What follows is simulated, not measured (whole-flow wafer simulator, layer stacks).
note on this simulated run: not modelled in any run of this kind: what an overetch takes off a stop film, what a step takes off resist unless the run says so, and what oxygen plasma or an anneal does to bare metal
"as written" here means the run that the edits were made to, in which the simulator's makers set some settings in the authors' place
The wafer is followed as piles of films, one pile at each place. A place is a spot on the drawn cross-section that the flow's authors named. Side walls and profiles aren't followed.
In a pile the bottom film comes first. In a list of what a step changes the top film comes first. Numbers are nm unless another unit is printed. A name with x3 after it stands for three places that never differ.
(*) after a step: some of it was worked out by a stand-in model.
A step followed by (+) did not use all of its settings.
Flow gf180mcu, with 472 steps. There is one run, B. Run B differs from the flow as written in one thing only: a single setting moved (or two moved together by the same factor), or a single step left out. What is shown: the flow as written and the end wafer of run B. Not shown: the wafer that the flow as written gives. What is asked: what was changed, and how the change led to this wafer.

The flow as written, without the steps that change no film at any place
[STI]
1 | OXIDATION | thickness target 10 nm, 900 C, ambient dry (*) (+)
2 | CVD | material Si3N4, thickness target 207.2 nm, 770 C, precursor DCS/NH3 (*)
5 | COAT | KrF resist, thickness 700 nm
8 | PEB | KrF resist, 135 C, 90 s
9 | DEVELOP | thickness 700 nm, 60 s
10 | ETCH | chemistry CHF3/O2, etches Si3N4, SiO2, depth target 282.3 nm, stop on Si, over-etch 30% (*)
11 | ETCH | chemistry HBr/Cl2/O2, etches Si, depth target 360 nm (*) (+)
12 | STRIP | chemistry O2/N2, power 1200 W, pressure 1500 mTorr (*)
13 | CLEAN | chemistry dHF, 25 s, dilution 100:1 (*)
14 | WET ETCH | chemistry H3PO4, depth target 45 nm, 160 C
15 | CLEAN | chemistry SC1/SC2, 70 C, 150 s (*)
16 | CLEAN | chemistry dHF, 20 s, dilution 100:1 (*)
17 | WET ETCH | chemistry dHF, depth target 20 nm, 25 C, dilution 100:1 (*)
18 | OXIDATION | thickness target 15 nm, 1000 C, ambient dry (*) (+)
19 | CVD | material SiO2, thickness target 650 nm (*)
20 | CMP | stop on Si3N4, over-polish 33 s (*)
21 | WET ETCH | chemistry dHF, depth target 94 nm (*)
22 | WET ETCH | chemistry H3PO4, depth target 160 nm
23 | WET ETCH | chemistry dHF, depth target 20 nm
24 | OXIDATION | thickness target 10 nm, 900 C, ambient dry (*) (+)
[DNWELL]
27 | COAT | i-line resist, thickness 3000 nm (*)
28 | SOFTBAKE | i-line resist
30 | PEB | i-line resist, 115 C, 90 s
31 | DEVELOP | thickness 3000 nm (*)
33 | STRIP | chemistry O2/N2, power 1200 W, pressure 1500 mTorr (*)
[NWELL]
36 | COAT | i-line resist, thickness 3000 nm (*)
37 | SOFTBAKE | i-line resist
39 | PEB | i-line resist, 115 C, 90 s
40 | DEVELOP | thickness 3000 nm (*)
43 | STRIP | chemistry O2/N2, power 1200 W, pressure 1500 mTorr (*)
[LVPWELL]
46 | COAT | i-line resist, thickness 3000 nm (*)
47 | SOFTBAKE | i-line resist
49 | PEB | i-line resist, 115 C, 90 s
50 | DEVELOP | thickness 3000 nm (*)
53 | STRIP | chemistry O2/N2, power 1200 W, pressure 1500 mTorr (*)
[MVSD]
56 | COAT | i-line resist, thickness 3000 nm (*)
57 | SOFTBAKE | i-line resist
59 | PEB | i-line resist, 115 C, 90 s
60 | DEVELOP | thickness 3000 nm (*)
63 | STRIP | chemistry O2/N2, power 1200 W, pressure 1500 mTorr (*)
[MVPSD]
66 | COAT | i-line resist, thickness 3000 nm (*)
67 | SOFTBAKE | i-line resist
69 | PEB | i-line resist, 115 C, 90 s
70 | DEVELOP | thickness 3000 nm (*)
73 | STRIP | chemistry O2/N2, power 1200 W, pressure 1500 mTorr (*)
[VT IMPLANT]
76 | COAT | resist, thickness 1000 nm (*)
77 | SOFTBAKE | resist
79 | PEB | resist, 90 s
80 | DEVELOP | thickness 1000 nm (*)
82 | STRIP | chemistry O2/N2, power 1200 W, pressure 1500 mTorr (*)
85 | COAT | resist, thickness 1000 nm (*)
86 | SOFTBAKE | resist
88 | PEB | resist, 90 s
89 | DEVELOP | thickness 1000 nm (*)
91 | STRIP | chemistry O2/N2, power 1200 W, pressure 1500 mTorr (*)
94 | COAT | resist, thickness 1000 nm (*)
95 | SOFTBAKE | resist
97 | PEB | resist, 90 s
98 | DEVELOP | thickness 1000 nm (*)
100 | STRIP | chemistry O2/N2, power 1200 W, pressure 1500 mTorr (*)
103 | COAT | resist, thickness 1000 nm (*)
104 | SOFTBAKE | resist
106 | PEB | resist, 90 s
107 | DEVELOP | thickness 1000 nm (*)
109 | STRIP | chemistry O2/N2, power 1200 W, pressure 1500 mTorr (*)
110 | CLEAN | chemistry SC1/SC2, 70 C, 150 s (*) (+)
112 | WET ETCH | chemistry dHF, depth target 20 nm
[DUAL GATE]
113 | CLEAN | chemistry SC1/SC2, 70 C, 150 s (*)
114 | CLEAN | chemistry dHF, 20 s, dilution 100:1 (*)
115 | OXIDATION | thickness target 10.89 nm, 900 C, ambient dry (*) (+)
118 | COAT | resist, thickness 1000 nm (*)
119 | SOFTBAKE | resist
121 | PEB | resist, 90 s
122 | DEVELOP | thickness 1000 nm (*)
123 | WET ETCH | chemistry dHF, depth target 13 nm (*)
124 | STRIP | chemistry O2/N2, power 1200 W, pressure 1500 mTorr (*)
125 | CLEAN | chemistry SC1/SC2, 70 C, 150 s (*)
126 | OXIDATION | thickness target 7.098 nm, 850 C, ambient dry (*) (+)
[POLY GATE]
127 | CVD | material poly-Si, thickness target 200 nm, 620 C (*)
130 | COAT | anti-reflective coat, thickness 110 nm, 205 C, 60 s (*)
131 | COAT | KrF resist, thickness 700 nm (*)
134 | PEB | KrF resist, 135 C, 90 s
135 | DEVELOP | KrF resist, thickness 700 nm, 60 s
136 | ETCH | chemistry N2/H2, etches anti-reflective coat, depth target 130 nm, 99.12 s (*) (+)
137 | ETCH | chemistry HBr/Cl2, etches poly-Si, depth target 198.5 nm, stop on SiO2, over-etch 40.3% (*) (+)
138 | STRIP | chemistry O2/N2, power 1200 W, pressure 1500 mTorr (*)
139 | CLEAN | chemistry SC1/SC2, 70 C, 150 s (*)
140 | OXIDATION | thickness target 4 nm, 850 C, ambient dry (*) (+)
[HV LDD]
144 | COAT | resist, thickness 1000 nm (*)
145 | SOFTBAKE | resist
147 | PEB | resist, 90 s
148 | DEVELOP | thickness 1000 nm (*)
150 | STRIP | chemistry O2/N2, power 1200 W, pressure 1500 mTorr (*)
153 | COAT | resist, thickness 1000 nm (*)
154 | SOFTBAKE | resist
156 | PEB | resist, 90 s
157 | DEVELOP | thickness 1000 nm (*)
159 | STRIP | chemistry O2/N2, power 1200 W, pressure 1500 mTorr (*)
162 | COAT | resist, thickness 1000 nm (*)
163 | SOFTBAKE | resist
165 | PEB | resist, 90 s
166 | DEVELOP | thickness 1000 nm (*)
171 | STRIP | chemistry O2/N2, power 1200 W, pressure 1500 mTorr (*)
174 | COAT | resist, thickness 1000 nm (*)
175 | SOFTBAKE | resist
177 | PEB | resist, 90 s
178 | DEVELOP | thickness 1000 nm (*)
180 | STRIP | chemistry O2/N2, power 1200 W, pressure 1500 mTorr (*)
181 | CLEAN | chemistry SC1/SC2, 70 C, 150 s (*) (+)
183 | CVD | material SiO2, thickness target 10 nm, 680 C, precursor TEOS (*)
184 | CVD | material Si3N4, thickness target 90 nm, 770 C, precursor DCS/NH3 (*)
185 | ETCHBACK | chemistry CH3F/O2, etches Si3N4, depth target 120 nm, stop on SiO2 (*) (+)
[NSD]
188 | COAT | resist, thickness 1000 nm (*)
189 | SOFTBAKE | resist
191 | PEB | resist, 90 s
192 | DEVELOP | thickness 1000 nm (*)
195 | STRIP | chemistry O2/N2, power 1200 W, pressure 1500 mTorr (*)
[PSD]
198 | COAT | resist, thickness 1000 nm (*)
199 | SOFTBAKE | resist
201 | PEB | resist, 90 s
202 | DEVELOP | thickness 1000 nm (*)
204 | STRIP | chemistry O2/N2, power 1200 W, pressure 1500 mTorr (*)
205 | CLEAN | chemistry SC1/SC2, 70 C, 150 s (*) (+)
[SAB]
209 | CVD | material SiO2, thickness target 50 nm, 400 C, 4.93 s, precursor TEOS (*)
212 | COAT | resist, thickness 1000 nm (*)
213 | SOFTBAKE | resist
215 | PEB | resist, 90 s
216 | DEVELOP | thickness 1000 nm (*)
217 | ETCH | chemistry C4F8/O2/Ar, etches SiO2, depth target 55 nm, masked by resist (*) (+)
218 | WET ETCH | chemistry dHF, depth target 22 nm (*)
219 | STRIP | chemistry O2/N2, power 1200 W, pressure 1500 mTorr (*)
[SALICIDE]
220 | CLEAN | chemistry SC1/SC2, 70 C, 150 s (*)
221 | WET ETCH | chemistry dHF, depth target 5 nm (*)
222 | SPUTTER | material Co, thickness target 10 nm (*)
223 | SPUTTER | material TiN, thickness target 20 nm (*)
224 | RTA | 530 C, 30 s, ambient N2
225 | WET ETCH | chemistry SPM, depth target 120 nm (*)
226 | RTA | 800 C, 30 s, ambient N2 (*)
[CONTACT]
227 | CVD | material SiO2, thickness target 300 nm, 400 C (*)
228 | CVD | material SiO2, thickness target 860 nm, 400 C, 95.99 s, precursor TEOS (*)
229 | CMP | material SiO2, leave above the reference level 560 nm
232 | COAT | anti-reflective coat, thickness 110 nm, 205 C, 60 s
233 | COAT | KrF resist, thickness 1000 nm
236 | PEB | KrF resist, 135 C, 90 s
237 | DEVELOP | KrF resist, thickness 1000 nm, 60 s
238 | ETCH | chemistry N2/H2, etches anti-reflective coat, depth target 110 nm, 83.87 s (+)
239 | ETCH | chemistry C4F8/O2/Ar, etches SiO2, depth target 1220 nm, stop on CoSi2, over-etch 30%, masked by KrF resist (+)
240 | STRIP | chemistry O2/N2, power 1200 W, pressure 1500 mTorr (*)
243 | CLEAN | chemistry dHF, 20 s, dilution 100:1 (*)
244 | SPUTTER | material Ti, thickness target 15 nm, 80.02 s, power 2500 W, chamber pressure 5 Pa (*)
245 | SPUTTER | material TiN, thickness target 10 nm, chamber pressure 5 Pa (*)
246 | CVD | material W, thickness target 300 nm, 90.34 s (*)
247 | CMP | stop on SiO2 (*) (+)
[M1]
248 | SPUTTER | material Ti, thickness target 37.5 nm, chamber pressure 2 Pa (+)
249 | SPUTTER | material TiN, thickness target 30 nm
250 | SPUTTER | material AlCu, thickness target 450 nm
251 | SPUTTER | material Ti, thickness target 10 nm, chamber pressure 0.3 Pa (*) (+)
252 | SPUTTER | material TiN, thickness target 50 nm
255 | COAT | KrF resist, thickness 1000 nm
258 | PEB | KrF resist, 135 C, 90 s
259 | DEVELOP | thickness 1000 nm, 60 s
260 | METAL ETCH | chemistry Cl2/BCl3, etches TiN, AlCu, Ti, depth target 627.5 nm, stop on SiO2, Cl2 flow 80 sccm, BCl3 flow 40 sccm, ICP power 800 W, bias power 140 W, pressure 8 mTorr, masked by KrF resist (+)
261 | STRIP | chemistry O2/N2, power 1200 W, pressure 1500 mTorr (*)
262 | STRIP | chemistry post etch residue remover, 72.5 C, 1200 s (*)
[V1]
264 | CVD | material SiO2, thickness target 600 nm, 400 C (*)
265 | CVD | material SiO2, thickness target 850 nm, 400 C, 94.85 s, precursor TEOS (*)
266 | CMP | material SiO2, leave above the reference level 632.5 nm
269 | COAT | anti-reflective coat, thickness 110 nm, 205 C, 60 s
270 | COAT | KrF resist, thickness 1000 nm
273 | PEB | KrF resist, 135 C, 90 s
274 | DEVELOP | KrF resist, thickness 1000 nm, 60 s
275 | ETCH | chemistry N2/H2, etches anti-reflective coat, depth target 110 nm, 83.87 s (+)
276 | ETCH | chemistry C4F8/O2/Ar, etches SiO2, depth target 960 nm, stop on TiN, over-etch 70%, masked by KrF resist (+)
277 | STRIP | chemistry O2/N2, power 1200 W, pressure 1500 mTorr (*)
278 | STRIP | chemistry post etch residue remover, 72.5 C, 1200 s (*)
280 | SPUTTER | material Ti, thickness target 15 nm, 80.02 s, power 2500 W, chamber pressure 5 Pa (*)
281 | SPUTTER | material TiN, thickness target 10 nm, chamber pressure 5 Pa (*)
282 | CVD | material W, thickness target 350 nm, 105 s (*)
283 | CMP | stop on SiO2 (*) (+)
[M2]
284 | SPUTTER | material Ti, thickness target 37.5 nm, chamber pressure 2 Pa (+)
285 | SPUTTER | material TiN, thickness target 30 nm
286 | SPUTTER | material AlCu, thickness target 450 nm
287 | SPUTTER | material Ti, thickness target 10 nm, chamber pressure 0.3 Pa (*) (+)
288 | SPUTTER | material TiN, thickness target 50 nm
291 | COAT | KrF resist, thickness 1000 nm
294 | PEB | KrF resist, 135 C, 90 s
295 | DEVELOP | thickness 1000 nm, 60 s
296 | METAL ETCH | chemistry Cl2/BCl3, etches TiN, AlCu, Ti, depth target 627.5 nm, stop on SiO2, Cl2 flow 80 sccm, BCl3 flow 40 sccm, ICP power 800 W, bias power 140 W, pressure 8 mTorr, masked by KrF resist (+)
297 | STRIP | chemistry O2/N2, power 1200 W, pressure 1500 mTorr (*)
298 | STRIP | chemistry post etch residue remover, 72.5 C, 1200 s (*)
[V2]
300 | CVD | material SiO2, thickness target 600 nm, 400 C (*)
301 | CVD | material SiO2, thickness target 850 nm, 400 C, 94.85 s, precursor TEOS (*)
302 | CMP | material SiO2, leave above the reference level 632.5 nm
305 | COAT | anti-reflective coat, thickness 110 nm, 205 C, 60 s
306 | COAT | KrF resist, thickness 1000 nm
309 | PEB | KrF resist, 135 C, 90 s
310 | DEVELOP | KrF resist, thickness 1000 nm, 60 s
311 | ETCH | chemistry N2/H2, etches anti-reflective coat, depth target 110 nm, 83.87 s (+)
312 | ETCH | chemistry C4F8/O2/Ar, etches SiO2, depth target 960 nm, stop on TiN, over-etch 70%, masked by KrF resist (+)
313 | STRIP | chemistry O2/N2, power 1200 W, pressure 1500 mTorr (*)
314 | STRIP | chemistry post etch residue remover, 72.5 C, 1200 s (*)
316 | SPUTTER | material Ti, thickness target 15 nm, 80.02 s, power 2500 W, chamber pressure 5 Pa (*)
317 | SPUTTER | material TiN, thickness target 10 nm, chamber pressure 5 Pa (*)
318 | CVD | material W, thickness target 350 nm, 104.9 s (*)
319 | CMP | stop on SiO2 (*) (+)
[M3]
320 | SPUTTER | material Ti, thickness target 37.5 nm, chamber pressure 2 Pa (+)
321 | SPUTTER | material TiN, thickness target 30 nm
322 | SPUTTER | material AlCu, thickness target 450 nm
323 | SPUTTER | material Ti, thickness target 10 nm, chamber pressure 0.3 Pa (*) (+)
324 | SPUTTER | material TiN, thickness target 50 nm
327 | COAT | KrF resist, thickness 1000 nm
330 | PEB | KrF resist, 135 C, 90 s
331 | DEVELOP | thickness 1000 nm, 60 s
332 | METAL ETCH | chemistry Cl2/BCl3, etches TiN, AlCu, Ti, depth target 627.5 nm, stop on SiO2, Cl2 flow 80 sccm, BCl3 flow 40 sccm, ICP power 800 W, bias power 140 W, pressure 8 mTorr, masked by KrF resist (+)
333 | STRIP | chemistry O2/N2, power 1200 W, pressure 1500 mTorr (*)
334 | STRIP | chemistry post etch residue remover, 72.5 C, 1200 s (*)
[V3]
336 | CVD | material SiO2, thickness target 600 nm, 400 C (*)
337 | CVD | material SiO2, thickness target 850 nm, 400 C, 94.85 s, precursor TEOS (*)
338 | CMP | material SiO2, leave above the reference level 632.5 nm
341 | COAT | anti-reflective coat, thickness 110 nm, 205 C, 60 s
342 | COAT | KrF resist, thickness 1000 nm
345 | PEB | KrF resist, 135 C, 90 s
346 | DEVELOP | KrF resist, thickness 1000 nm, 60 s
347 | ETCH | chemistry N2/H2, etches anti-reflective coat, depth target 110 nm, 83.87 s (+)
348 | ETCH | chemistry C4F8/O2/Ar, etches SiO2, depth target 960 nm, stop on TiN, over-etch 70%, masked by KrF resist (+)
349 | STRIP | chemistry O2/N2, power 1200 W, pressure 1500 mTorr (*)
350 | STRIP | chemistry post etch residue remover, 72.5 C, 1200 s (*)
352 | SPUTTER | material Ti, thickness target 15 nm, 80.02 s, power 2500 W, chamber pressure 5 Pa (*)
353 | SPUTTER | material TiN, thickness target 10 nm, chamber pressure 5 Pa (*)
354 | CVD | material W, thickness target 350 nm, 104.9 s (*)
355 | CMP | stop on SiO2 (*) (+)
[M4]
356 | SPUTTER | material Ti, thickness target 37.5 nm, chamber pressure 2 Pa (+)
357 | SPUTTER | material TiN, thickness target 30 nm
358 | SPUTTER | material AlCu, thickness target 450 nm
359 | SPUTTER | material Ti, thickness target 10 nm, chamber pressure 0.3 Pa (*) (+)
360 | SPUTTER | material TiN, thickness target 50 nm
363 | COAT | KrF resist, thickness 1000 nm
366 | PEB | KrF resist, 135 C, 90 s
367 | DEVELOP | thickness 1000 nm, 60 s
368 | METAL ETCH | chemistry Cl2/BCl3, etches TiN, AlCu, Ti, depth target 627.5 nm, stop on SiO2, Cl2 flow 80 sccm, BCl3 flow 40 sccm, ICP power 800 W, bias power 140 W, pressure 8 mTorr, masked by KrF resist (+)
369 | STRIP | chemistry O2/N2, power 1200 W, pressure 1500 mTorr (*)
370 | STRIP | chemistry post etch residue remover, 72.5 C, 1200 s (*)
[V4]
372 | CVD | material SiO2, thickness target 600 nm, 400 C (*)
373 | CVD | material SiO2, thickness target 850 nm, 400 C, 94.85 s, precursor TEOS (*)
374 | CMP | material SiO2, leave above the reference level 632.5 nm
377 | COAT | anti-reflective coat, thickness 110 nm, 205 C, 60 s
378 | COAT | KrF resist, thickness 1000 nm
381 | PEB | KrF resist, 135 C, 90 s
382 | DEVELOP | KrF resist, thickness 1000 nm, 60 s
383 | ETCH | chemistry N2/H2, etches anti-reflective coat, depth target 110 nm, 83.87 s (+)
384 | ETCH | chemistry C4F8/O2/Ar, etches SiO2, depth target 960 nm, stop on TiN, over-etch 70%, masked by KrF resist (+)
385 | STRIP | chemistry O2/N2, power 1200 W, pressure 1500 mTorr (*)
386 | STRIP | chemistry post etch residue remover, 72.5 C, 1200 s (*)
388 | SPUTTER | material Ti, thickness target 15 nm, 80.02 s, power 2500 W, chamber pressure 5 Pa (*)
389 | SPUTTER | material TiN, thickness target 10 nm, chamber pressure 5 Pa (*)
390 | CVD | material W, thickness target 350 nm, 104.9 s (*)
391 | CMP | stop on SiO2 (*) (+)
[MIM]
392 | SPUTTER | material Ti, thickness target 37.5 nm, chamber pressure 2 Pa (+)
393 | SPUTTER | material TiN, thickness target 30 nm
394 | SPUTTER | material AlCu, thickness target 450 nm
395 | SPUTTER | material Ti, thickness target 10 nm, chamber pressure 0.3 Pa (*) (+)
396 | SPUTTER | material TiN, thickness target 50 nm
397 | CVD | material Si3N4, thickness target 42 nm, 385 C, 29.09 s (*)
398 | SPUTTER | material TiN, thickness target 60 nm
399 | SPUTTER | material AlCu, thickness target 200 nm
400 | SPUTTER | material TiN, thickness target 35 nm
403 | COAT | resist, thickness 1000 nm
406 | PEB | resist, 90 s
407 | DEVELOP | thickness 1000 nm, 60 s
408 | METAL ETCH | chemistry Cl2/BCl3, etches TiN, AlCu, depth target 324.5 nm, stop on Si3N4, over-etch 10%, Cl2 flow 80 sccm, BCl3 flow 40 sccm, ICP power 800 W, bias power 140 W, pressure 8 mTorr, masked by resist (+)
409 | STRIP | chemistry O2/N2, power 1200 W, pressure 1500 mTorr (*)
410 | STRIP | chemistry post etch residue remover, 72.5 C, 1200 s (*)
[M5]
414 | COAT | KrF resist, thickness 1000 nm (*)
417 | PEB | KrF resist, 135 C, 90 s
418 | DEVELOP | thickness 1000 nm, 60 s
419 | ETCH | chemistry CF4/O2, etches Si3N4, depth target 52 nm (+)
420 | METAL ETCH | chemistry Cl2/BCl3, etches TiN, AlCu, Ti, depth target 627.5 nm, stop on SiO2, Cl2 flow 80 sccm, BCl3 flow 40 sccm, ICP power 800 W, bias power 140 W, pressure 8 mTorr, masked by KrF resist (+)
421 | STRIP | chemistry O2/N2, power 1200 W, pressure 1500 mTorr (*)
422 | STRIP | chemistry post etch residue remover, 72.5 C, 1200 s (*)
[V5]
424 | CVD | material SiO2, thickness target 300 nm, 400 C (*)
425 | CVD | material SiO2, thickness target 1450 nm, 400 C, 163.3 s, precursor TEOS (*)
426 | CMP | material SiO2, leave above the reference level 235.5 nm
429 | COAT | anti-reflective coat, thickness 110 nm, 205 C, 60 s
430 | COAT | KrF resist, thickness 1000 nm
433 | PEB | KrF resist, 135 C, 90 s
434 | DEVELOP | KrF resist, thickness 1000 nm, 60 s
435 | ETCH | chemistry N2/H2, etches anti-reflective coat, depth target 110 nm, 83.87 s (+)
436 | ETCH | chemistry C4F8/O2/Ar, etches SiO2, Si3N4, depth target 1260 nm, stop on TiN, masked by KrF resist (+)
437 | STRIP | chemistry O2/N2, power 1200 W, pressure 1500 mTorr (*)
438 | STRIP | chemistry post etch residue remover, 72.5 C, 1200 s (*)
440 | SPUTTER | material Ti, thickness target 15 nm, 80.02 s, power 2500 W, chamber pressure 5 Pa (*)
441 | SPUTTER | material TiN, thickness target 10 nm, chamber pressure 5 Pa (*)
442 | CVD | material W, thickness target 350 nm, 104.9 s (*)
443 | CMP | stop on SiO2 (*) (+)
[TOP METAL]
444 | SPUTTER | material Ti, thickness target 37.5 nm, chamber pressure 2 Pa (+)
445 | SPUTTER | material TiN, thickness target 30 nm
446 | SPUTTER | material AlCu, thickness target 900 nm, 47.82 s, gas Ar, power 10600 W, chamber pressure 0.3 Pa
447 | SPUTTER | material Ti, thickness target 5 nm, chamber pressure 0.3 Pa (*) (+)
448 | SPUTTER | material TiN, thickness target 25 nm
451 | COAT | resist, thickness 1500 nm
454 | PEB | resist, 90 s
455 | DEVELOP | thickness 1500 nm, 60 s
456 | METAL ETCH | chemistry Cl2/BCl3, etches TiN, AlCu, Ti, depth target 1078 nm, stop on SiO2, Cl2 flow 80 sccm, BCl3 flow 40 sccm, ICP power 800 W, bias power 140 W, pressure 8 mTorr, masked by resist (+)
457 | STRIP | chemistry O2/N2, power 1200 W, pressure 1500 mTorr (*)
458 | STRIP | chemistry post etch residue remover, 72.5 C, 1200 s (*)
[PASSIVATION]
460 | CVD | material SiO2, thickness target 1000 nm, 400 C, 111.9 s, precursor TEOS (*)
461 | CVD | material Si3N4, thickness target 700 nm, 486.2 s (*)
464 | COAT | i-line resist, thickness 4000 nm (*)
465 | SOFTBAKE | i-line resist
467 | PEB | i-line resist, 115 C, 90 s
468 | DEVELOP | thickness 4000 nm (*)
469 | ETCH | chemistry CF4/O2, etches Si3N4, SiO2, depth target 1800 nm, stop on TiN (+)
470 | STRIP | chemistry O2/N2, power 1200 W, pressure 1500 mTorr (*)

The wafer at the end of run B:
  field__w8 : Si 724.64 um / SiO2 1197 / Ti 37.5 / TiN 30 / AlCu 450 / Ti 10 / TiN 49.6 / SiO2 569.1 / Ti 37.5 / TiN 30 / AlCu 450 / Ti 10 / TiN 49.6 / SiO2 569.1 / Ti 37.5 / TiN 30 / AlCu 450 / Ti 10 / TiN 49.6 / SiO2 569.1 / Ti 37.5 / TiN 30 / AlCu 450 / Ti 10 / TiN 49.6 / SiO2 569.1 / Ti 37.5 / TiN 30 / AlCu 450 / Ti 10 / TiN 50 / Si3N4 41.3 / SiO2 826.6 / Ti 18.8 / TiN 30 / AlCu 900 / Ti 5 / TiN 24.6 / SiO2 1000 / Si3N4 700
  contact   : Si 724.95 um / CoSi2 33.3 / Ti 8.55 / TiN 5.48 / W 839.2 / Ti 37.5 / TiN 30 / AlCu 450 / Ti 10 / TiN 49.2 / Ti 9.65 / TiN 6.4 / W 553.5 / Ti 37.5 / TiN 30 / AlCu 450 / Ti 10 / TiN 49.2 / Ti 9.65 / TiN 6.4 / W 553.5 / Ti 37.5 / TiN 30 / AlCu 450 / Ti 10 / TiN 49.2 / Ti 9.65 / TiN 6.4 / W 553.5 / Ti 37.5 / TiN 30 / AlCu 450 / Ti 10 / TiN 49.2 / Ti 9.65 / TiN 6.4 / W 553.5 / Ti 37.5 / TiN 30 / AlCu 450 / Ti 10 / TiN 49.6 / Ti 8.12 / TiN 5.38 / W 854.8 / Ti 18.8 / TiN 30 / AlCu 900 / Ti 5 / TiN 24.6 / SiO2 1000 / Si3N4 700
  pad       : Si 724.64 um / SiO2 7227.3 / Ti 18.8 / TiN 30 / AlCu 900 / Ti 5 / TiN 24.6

The reason: step 444, SPUTTER: thickness target 18.8 nm was run, while the flow as written has thickness target 37.5 nm.
The wafer itself shows it: field__w8 has Ti 18.8, and step 444 as written asks for 37.5 nm.

How this came from the change, step by step:
  444 | SPUTTER | material Ti, thickness target 37.5 nm, chamber pressure 2 Pa (+)
      field, field__w1, field__w2 and 109 more: +18.8 Ti (new film) (in the flow as written it would be: +37.5 Ti (new film))
  456 | METAL ETCH | chemistry Cl2/BCl3, etches TiN, AlCu, Ti, depth target 1078 nm, stop on SiO2, Cl2 flow 80 sccm, BCl3 flow 40 sccm, ICP power 800 W, bias power 140 W, pressure 8 mTorr, masked by resist (+)
      field, field__w1, field__w2 and 103 more: -25 TiN (all of it), -5 Ti (all of it), -900 AlCu (all of it), -30 TiN (all of it), -18.8 Ti (all of it) (in the flow as written it would be: -25 TiN (all of it), -5 Ti (all of it), -900 AlCu (all of it), -30 TiN (all of it), -37.5 Ti (all of it))
  465 | SOFTBAKE | i-line resist
      field__w5, field__w9: +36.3 i-line resist (in the flow as written it would be: +37.3 i-line resist)
      field__w13, nw_enc_fld_lv__w4: +36.9 i-line resist (in the flow as written it would be: +37.9 i-line resist)
      (and at 60 other places as well)
